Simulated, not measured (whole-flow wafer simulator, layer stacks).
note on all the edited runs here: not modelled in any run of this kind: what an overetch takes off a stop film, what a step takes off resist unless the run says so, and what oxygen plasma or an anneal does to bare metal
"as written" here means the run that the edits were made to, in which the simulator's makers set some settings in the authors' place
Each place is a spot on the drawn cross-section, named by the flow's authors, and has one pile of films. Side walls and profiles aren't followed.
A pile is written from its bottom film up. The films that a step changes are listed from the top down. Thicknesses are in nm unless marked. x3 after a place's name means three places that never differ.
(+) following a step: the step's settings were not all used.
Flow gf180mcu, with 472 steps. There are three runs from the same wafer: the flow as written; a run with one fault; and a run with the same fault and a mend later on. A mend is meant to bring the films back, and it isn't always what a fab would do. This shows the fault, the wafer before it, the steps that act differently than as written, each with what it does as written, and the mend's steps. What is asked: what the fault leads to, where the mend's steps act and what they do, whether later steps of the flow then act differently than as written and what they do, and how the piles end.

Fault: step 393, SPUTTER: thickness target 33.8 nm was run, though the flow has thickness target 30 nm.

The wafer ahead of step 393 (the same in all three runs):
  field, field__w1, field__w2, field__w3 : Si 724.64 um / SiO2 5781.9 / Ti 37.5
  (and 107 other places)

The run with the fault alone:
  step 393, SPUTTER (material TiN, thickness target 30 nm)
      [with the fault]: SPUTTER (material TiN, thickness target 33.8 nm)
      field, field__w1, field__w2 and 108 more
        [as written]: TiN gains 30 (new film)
        [with the fault]: TiN gains 33.8 (new film)
  Later steps of the flow acting differently than as written (2 other steps are not shown; they differ only slightly, by no more than 2% or 0.5 nm, whichever is larger):
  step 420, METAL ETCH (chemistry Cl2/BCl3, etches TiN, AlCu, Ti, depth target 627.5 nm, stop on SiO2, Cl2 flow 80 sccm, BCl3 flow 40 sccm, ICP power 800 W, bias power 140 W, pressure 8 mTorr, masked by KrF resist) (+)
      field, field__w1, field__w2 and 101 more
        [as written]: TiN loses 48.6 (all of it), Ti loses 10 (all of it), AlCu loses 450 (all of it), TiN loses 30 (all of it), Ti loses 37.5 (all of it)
        [with the fault]: TiN loses 48.6 (all of it), Ti loses 10 (all of it), AlCu loses 450 (all of it), TiN loses 33.8 (all of it), Ti loses 37.5 (all of it)
  By the end, the piles at field__w4, field__w8, contact, m1, m1__w1, mim, mim_1p0, m1_nw depart from the flow's by more than 2% or 0.5 nm, whichever is larger.
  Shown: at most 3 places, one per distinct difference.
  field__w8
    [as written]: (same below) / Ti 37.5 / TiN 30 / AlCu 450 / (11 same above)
    [with the fault]: (same below) / Ti 37.5 / TiN 33.8 / AlCu 450 / (11 same above)
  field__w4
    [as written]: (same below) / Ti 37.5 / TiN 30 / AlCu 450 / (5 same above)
    [with the fault]: (same below) / Ti 37.5 / TiN 33.8 / AlCu 450 / (5 same above)
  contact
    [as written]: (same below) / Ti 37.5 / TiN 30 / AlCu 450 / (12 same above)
    [with the fault]: (same below) / Ti 37.5 / TiN 33.8 / AlCu 450 / (12 same above)

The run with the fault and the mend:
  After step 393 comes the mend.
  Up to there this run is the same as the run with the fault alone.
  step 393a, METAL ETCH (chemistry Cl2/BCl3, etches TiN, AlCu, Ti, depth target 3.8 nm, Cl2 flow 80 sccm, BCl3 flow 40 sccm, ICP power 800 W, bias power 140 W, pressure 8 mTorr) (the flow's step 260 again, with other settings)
      field, field__w1, field__w2 and 108 more
        TiN loses 3.8
  Every later step of the flow that is run acts as written at every place that is followed.
  At every place that both follow, the piles at the end match the flow's.
